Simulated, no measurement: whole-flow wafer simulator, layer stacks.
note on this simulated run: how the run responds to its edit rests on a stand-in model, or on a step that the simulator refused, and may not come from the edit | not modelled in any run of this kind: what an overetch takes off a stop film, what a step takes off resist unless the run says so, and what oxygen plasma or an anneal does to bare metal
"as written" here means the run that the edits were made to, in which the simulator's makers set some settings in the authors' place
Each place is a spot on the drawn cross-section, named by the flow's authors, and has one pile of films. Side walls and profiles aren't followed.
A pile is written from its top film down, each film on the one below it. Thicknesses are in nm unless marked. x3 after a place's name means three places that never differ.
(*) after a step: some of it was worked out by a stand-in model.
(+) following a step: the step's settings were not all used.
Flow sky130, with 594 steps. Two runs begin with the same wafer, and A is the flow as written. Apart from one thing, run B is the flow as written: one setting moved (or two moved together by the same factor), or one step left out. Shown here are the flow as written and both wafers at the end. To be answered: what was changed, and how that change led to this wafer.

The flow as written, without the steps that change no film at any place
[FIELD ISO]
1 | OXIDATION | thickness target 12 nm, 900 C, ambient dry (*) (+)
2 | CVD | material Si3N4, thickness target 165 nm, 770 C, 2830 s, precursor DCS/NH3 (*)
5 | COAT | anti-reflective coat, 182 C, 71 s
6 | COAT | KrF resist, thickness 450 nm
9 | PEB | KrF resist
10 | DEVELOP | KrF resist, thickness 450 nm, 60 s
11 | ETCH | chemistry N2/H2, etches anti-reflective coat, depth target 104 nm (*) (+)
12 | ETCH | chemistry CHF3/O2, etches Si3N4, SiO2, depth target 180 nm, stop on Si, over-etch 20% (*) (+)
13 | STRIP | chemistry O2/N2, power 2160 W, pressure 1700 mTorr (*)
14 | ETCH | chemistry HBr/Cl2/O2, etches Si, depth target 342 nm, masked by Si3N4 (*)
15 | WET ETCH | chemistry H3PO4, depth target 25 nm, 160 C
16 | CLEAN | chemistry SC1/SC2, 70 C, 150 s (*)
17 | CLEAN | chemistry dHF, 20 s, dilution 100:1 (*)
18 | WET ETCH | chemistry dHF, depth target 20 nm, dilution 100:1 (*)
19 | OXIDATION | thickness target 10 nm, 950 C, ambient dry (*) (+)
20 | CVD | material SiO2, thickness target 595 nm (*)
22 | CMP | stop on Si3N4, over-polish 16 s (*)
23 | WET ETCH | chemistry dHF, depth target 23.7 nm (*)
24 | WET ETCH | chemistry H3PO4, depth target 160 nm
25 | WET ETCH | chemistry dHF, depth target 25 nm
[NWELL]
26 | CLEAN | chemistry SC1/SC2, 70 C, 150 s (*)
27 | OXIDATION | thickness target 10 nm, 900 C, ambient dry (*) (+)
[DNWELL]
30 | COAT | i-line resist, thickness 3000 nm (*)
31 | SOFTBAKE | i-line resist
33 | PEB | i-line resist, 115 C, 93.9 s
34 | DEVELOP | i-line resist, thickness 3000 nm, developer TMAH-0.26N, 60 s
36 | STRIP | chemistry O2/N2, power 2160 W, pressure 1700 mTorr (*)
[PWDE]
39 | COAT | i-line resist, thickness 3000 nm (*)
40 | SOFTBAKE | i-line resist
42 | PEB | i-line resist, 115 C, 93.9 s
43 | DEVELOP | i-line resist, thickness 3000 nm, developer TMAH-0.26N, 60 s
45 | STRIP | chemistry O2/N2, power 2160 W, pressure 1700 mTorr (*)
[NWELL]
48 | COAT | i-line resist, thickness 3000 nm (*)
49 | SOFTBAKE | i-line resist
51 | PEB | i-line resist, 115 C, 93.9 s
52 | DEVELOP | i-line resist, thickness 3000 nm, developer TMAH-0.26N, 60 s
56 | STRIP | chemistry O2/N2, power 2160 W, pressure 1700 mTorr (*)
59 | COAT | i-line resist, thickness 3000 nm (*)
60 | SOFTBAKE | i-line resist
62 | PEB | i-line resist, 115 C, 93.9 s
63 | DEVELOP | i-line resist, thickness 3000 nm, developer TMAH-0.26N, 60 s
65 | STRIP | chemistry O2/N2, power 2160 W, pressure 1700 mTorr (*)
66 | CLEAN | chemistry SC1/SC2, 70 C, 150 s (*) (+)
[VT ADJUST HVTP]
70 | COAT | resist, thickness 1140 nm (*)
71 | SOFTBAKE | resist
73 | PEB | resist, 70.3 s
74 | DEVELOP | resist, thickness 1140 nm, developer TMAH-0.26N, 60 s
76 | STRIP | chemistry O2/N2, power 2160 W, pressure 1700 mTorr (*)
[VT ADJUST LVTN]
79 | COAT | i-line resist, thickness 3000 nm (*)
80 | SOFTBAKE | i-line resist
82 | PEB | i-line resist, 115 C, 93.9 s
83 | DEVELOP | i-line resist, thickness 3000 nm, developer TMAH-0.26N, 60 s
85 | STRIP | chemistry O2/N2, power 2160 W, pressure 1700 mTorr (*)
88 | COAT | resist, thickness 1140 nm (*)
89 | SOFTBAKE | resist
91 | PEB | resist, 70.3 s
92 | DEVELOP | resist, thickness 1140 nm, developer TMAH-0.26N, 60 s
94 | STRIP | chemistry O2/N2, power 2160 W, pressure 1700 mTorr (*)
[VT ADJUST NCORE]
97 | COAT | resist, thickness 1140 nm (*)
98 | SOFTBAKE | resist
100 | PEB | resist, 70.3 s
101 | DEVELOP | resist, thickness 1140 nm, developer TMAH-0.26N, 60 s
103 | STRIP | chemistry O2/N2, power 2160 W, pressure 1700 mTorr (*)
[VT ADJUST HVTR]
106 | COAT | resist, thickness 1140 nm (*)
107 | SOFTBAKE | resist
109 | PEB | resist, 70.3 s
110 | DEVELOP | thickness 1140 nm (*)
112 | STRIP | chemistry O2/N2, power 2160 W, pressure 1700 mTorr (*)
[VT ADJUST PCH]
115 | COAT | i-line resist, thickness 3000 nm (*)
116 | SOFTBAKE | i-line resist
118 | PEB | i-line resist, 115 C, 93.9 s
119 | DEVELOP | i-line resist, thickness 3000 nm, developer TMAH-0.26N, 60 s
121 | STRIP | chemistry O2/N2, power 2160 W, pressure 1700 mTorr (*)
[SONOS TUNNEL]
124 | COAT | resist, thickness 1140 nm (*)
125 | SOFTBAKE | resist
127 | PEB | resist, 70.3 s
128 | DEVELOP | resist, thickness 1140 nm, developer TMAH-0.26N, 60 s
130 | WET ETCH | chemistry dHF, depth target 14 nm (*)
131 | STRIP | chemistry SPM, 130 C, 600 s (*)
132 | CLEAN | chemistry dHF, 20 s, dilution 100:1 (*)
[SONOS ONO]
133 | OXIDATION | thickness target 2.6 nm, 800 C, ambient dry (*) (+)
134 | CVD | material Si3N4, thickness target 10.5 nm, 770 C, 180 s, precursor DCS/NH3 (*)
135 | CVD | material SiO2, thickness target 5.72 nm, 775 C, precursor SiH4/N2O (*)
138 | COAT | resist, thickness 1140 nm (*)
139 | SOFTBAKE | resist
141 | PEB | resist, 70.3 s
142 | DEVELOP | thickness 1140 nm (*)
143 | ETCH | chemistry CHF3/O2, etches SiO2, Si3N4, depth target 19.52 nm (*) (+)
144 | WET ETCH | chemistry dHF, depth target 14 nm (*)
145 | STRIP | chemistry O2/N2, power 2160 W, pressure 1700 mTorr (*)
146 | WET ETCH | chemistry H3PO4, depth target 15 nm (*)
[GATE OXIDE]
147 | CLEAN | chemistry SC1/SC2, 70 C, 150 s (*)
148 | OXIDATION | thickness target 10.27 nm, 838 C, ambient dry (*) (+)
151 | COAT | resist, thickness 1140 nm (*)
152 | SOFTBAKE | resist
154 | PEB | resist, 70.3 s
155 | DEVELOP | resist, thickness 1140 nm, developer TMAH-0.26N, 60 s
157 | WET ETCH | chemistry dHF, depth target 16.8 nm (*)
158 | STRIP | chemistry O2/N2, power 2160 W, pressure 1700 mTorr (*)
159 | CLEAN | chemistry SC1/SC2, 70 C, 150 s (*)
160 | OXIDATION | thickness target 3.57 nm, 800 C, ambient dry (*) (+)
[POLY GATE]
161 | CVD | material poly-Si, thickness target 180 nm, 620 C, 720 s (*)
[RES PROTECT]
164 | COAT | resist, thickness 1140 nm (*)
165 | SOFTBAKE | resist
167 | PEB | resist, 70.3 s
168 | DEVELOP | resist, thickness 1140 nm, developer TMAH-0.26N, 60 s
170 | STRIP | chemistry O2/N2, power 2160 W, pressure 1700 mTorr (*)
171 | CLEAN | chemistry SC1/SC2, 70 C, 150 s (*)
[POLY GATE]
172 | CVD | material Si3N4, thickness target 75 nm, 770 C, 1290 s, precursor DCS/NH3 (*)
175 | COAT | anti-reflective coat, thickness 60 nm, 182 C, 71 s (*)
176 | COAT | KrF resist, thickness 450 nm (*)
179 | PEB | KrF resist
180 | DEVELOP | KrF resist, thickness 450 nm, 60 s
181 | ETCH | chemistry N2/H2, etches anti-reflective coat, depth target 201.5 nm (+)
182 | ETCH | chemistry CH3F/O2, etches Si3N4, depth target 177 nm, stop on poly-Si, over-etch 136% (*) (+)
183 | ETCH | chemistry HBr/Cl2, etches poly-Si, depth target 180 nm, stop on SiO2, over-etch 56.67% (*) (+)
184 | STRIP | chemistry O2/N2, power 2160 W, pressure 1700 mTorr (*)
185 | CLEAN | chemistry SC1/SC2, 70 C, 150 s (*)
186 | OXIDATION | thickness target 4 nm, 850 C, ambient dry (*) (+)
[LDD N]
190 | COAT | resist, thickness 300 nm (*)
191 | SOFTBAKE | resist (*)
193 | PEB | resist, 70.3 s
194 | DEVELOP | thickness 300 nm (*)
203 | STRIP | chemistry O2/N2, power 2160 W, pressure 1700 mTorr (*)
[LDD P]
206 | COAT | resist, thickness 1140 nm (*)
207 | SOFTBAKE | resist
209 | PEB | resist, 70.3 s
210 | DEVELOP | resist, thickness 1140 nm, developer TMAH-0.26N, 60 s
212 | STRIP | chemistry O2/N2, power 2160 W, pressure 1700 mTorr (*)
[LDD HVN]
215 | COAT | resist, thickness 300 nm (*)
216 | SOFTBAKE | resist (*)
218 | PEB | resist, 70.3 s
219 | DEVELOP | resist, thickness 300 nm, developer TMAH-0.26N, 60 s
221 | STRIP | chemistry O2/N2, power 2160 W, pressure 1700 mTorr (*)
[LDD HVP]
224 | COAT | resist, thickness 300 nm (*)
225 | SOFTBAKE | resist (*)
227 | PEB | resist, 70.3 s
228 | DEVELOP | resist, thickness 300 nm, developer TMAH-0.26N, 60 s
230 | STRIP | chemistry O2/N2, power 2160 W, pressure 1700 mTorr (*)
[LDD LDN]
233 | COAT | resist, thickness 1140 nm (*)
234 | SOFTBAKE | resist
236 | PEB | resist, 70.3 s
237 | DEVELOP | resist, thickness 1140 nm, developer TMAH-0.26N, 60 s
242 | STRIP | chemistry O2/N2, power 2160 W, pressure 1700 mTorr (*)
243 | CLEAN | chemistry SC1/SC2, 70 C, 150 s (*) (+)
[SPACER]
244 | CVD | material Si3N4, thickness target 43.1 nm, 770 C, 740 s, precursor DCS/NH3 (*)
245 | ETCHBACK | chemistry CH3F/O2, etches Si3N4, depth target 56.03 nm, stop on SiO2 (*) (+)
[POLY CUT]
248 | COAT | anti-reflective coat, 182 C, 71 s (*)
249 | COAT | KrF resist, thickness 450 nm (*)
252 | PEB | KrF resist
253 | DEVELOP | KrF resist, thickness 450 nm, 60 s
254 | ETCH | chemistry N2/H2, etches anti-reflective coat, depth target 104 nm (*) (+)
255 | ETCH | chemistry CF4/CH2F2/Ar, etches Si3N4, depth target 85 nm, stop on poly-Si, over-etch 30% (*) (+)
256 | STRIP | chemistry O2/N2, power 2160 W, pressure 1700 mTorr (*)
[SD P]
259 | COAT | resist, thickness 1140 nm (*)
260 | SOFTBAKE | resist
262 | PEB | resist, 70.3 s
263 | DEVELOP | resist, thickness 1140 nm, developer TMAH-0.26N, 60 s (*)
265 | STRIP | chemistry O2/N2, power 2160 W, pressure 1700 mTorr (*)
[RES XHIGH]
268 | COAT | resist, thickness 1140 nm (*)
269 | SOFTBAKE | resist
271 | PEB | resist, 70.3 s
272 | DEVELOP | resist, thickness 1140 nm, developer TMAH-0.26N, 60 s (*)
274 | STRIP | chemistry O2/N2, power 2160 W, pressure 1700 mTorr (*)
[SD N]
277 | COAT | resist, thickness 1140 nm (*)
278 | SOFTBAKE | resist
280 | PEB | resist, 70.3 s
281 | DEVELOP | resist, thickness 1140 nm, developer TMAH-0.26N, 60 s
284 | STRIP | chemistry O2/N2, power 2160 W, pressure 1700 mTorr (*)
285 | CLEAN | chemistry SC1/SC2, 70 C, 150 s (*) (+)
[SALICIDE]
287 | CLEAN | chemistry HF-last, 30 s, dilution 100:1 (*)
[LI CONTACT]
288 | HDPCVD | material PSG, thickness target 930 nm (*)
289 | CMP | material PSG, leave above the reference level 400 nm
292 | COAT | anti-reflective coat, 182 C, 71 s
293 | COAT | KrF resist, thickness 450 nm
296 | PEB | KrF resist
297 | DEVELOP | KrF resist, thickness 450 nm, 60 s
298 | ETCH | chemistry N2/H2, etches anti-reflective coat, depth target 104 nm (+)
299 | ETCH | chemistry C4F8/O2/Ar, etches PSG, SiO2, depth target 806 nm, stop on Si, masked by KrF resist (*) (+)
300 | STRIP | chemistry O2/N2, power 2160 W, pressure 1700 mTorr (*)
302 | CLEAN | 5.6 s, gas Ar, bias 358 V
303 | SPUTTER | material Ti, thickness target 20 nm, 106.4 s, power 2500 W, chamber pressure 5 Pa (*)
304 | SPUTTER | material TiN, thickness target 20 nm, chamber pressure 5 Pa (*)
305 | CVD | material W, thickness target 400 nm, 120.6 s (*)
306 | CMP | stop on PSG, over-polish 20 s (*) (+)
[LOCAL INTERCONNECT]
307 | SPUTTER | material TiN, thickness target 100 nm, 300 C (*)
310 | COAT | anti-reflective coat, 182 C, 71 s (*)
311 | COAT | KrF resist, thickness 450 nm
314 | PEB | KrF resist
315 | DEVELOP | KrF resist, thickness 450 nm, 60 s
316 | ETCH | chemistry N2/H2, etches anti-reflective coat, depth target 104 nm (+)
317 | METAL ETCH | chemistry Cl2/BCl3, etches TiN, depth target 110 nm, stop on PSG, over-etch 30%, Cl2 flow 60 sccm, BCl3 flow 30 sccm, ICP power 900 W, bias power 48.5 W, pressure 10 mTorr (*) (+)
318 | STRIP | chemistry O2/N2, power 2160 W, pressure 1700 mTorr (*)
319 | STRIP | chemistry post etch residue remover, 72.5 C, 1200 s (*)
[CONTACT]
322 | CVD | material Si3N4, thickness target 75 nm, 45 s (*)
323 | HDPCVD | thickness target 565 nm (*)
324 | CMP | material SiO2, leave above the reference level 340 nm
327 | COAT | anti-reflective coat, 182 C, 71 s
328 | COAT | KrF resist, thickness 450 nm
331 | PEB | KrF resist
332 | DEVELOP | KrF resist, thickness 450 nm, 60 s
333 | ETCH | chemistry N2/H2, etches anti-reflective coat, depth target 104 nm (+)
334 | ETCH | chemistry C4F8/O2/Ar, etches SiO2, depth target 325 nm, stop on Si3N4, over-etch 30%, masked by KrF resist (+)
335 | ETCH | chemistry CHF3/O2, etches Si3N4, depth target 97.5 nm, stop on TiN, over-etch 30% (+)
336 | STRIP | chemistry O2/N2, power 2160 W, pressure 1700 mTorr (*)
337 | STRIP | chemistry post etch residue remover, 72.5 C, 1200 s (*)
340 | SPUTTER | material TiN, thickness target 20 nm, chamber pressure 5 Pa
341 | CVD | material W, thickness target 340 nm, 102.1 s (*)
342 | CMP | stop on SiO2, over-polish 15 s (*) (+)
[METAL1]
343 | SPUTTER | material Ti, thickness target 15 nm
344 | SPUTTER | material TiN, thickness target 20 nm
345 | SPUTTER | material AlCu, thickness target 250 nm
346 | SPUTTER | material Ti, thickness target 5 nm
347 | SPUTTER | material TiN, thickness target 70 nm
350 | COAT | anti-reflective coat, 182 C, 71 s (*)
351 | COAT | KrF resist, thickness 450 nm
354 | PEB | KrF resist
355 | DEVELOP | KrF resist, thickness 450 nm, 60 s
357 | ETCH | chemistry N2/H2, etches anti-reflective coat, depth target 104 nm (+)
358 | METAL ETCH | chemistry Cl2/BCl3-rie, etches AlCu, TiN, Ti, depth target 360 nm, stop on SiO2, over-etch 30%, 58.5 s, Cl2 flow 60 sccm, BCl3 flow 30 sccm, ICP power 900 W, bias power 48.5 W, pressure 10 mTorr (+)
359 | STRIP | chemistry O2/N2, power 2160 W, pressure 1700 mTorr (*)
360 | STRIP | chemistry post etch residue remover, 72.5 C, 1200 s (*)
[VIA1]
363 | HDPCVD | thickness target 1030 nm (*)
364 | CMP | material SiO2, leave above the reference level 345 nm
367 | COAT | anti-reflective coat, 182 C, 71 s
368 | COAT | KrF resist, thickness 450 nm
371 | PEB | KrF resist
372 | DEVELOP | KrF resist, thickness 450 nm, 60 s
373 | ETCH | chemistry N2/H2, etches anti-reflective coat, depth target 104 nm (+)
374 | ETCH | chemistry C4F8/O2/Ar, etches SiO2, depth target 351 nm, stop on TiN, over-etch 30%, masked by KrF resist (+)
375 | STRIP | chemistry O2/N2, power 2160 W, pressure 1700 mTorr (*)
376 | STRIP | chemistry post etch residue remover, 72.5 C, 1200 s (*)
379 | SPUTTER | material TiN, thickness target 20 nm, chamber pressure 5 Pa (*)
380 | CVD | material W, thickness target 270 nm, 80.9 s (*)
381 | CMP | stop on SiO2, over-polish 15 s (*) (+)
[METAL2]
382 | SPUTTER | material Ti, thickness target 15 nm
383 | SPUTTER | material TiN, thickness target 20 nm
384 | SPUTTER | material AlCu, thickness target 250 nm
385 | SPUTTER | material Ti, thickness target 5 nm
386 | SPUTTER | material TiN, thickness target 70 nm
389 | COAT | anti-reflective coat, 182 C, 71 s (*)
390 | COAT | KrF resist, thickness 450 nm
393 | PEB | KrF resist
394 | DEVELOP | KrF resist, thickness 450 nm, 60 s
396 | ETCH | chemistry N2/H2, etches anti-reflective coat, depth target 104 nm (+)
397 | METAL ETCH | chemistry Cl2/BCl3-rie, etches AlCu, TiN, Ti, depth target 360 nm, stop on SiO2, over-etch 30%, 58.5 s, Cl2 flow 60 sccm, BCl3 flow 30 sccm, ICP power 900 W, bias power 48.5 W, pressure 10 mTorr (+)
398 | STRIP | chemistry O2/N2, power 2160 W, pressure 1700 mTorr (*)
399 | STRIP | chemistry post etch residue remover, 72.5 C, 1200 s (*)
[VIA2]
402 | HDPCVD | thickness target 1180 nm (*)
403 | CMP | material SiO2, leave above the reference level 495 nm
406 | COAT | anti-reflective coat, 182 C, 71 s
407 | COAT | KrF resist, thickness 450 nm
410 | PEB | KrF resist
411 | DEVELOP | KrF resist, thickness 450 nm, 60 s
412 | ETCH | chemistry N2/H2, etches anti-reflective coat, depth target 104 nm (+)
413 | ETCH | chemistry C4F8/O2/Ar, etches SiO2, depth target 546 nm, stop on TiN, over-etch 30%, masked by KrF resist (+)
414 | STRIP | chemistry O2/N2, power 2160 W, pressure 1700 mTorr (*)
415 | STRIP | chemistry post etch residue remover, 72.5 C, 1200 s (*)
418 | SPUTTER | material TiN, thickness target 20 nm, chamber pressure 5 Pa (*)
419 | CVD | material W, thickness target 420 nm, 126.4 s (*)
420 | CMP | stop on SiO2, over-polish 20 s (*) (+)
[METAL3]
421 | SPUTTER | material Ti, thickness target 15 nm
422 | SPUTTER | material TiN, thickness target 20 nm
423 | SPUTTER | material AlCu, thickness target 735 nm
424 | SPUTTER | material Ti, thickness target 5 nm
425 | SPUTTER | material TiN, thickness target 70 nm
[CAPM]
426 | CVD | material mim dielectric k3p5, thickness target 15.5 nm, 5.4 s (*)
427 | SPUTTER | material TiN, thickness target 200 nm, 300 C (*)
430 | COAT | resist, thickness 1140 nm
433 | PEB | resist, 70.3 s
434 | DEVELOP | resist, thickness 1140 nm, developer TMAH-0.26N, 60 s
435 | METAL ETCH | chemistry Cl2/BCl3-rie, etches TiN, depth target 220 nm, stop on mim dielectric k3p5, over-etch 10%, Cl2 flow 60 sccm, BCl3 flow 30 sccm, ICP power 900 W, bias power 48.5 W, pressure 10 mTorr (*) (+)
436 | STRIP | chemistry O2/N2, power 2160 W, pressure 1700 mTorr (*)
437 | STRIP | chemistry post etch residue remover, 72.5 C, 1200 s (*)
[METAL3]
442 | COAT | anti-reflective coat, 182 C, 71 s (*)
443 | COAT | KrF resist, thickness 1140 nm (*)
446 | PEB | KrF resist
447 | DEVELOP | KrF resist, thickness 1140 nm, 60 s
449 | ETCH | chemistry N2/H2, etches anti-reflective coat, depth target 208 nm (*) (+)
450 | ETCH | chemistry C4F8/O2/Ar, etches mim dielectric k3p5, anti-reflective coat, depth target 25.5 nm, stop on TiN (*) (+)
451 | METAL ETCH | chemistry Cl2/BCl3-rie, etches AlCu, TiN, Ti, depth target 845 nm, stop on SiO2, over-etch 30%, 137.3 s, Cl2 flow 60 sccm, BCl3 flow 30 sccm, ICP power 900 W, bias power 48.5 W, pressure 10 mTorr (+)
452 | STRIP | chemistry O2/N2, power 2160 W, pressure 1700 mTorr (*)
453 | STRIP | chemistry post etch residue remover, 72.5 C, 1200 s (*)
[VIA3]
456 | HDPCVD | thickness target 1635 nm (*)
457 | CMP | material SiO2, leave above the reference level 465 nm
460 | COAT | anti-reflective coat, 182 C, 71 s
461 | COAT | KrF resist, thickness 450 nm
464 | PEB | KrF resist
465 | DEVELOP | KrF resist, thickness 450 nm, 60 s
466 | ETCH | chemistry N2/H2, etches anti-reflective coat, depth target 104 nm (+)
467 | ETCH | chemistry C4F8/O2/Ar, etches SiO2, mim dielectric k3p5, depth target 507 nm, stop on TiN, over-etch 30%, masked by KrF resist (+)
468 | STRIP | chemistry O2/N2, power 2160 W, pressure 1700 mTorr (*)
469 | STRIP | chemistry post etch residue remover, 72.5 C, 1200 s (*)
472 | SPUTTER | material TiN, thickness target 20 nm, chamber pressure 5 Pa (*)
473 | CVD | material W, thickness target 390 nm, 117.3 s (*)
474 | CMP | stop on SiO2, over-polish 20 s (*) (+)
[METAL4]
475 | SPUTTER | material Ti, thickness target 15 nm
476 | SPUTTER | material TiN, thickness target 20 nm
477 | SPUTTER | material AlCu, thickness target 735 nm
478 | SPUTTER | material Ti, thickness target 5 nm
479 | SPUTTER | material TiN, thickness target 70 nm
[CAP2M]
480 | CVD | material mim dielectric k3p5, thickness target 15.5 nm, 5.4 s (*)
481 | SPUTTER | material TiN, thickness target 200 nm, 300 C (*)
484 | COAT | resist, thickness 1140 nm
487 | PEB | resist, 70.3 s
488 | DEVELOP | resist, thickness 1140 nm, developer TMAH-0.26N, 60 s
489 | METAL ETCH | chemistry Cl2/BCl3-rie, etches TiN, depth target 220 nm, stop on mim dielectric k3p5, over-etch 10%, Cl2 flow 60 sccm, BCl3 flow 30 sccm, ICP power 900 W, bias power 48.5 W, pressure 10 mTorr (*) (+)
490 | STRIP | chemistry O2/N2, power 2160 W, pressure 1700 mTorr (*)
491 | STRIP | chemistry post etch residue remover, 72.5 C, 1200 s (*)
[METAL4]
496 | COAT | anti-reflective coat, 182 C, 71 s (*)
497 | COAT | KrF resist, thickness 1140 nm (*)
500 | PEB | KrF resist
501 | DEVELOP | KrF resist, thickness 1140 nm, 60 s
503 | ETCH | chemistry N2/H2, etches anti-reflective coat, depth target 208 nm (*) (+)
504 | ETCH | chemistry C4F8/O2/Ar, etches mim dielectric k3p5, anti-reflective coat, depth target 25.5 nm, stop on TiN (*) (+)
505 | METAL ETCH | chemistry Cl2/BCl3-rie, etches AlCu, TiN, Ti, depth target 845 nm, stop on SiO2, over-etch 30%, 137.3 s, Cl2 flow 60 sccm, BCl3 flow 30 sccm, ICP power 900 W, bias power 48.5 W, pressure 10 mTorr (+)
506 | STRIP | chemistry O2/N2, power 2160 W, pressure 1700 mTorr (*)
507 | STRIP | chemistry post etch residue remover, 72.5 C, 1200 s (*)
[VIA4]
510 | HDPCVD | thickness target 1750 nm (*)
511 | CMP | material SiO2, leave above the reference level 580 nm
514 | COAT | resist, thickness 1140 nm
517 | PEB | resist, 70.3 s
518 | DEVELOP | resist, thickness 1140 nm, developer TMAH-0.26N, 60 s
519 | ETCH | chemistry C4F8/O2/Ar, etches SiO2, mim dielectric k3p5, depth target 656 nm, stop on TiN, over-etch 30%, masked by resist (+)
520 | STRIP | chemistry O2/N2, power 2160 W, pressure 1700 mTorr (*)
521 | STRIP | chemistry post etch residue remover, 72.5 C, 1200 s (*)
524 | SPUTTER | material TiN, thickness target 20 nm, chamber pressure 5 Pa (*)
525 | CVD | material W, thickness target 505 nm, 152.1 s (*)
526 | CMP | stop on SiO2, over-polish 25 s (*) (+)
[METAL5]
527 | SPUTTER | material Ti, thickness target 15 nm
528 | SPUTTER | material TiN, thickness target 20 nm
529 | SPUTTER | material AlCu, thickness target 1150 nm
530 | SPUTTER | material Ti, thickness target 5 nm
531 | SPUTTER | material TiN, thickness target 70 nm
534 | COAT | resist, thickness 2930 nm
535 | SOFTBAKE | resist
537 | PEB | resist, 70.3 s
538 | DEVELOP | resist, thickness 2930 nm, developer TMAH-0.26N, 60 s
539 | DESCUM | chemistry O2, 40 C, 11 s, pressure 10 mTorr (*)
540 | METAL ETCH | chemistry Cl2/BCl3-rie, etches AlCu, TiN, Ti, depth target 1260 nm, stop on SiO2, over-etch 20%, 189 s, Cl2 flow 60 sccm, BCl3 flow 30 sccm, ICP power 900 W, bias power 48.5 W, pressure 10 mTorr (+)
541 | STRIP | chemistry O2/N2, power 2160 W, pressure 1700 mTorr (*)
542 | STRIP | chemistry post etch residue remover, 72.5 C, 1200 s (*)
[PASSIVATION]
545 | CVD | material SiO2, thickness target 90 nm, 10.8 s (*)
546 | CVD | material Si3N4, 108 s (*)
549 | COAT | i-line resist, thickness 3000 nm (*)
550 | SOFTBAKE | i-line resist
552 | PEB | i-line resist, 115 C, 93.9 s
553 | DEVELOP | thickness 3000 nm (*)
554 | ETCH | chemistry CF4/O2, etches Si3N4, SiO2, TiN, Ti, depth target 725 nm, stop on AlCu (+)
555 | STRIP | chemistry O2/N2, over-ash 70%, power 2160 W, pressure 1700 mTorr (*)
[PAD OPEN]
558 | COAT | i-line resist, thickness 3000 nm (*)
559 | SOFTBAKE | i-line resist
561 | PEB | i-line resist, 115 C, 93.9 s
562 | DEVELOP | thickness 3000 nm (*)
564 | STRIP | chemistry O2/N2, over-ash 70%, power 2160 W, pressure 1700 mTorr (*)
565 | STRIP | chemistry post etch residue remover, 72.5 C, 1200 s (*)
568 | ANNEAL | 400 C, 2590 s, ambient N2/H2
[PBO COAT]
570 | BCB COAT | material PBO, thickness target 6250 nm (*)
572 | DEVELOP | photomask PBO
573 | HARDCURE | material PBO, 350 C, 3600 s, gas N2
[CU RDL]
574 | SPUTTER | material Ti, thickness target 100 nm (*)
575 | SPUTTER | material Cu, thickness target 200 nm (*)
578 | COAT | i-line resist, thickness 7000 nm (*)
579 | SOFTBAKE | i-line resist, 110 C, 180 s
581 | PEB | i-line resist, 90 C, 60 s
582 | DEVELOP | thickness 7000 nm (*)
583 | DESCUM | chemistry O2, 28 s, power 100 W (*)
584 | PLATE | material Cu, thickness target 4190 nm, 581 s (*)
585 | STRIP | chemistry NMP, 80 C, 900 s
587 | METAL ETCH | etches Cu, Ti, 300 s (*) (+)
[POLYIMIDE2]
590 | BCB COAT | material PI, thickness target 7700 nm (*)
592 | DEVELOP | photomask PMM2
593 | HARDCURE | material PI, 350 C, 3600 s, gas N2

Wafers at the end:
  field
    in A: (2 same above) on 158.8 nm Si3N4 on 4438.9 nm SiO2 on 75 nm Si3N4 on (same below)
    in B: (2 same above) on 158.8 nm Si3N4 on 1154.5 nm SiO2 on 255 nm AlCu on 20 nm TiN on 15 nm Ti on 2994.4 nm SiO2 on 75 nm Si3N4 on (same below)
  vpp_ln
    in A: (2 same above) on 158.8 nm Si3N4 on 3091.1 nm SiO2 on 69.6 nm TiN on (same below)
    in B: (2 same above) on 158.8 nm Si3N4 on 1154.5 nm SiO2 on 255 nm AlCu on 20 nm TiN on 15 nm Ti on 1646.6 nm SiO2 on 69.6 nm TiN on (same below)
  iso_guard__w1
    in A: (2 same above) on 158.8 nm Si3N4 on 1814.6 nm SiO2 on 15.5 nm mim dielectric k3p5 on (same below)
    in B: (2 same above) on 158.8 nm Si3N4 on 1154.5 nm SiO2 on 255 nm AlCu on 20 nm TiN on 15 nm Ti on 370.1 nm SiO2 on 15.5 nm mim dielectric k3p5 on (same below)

What caused this: step 505, METAL ETCH: depth target 422.5 nm was run, whereas the flow has depth target 845 nm; step 505, METAL ETCH: 68.7 s was run, where the flow has 137.3 s.

Step by step, how the change led to this:
  505 | METAL ETCH | chemistry Cl2/BCl3-rie, etches AlCu, TiN, Ti, depth target 845 nm, stop on SiO2, over-etch 30%, 137.3 s, Cl2 flow 60 sccm, BCl3 flow 30 sccm, ICP power 900 W, bias power 48.5 W, pressure 10 mTorr (+)
      field, gate, spacer and 68 more: A -70 TiN (all of it), -5 Ti (all of it), -735 AlCu (all of it), -20 TiN (all of it), -15 Ti (all of it), -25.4 SiO2 | B -70 TiN (all of it), -5 Ti (all of it), -474.2 AlCu
      active, vpp_iso1, mim_edge_plate and 14 more: A -70 TiN (all of it), -5 Ti (all of it), -735 AlCu (all of it), -20 TiN (all of it), -15 Ti (all of it), -25.3 SiO2 | B -70 TiN (all of it), -5 Ti (all of it), -474.2 AlCu
      (also at 105 further places)
  506 | STRIP | chemistry O2/N2, power 2160 W, pressure 1700 mTorr (*)
      mim, dice_street, dext_nw_sti and 46 more: A -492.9 KrF resist (all of it), -80 anti-reflective coat (all of it) | B -767.6 KrF resist (all of it), -80 anti-reflective coat (all of it)
      n_well, p_well, gate_hv and 34 more: A -492.9 KrF resist (all of it), -80 anti-reflective coat (all of it) | B -767.5 KrF resist (all of it), -80 anti-reflective coat (all of it)
      (also at 19 further places)
  507 | STRIP | chemistry post etch residue remover, 72.5 C, 1200 s (*)
      field, active, gate and 85 more: A nothing | B -5.72 AlCu
  510 | HDPCVD | thickness target 1750 nm (*)
      field, active, gate and 85 more: A +1750 SiO2 | B +1750 SiO2 (new film)
  511 | CMP | material SiO2, leave above the reference level 580 nm
      field, active, gate and 77 more: A -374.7 SiO2 | B -690 SiO2
      iso_guard__w1, mim_edge_gap, vpp_l1ln, vpp_m3ln, rpm_encl, via2_enc, rpm_encl_psd, iso_guard_nsd_tip: A -374.6 SiO2 | B -690 SiO2
If metal films that touch count as one body, field has 1 body; the flow as written gives 0 bodies.
If metal films that touch count as one body, vpp_ln has 3 bodies (between them, from the top down: SiO2 1646.6; SiO2 267.2); the flow as written gives 2 bodies (between them, from the top down: SiO2 267.2).
If metal films that touch count as one body, iso_guard__w1 has 2 bodies (between them, from the top down: SiO2 370.1 / mim dielectric k3p5 15.5); the flow as written gives 1 body.
